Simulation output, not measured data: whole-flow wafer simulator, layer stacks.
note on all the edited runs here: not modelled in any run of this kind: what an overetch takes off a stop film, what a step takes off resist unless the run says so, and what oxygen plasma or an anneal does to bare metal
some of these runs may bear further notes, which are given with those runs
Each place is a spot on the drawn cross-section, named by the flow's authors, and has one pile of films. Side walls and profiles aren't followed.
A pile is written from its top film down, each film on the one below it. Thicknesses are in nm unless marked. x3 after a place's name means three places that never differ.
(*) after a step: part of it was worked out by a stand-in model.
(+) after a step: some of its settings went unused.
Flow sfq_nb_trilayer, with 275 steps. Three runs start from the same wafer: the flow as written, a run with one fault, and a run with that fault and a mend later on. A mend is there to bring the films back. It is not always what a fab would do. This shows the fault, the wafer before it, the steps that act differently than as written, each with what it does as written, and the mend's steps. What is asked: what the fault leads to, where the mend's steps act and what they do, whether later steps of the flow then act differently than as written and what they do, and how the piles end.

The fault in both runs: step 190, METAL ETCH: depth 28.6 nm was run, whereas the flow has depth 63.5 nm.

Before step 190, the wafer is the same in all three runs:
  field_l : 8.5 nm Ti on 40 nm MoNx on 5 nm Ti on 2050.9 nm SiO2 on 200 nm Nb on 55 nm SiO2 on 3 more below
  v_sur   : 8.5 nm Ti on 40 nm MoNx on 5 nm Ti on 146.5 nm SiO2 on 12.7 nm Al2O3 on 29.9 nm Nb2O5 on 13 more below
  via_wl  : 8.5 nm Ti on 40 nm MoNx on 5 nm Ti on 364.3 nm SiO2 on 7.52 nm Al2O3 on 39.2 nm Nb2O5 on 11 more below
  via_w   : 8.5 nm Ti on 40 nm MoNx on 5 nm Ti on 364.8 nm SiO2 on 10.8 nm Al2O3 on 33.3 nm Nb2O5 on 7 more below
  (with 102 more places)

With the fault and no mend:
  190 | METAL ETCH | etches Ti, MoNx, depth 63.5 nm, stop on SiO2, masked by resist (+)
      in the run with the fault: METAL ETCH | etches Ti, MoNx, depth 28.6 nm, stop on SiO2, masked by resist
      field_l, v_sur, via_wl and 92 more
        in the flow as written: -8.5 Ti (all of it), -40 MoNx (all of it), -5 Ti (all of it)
        in the run with the fault: -8.5 Ti (all of it), -20.1 MoNx
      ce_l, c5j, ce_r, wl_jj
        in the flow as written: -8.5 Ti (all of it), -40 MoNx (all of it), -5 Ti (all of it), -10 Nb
        in the run with the fault: -8.5 Ti (all of it), -20.1 MoNx
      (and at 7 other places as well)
  Later steps of the flow acting differently than as written (not shown: 8 more steps that differ only slightly, by at most 2% or 0.5 nm, whichever is larger):
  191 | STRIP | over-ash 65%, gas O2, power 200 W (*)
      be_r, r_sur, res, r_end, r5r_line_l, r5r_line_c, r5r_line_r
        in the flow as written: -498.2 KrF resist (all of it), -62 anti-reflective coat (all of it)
        in the run with the fault: -512.1 KrF resist (all of it), -62 anti-reflective coat (all of it)
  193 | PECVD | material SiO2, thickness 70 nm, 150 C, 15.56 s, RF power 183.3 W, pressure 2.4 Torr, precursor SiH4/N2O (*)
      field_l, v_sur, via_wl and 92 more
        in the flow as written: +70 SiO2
        in the run with the fault: +70 SiO2 (new film)
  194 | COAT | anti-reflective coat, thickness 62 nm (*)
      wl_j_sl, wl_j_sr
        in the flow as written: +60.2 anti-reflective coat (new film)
        in the run with the fault: +62 anti-reflective coat (new film)
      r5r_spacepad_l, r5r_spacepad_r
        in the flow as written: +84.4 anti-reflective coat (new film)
        in the run with the fault: +73.7 anti-reflective coat (new film)
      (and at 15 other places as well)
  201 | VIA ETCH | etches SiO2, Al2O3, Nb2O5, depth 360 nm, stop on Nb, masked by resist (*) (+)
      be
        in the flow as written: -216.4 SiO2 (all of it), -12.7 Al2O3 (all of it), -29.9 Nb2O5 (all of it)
        in the run with the fault: -69.8 SiO2 (all of it), -19.9 MoNx (all of it), -5 Ti (all of it), -146.5 SiO2 (all of it), -12.7 Al2O3 (all of it), -29.9 Nb2O5 (all of it)
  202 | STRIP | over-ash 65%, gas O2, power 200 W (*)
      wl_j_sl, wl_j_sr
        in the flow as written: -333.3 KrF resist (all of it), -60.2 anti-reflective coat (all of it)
        in the run with the fault: -333.3 KrF resist (all of it), -62 anti-reflective coat (all of it)
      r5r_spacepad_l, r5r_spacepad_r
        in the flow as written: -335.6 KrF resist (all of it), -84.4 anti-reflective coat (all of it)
        in the run with the fault: -334.6 KrF resist (all of it), -73.7 anti-reflective coat (all of it)
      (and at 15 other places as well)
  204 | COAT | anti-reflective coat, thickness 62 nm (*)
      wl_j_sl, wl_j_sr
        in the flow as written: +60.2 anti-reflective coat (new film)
        in the run with the fault: +62 anti-reflective coat (new film)
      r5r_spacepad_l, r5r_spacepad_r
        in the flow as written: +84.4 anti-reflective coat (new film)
        in the run with the fault: +73.7 anti-reflective coat (new film)
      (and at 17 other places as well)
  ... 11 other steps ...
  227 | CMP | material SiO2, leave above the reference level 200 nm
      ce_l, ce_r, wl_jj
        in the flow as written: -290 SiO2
        in the run with the fault: -300 SiO2
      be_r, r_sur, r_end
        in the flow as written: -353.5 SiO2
        in the run with the fault: -328.6 SiO2
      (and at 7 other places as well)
  At field_l, v_sur, via_wl and 103 more, the piles at the end differ from the flow's by more than 2% or 0.5 nm, whichever is larger.
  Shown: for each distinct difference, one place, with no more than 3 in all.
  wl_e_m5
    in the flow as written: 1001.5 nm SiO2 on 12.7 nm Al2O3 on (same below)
    in the run with the fault: 855 nm SiO2 on 19.9 nm MoNx on 5 nm Ti on 146.5 nm SiO2 on 12.7 nm Al2O3 on (same below)
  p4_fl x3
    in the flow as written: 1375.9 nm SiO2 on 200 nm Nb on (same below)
    in the run with the fault: 855 nm SiO2 on 19.9 nm MoNx on 5 nm Ti on 520.9 nm SiO2 on 200 nm Nb on (same below)
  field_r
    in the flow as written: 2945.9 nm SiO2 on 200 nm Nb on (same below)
    in the run with the fault: 855 nm SiO2 on 19.9 nm MoNx on 5 nm Ti on 2090.9 nm SiO2 on 200 nm Nb on (same below)

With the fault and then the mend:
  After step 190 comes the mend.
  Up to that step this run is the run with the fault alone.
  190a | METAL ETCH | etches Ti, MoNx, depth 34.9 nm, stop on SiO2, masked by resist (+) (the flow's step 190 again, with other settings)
      field_l, v_sur, via_wl and 92 more
        -19.9 MoNx (all of it), -5 Ti (all of it)
      be_r, r_sur, res, r_end, r5r_line_l, r5r_line_c, r5r_line_r
        -14 KrF resist
      ce_l, c5j, ce_r, wl_jj
        -19.9 MoNx (all of it), -5 Ti (all of it), -10 Nb
  Later steps of the flow that are run all act as written at every place that is followed.
  At every place that both follow, the piles at the end match the flow's.
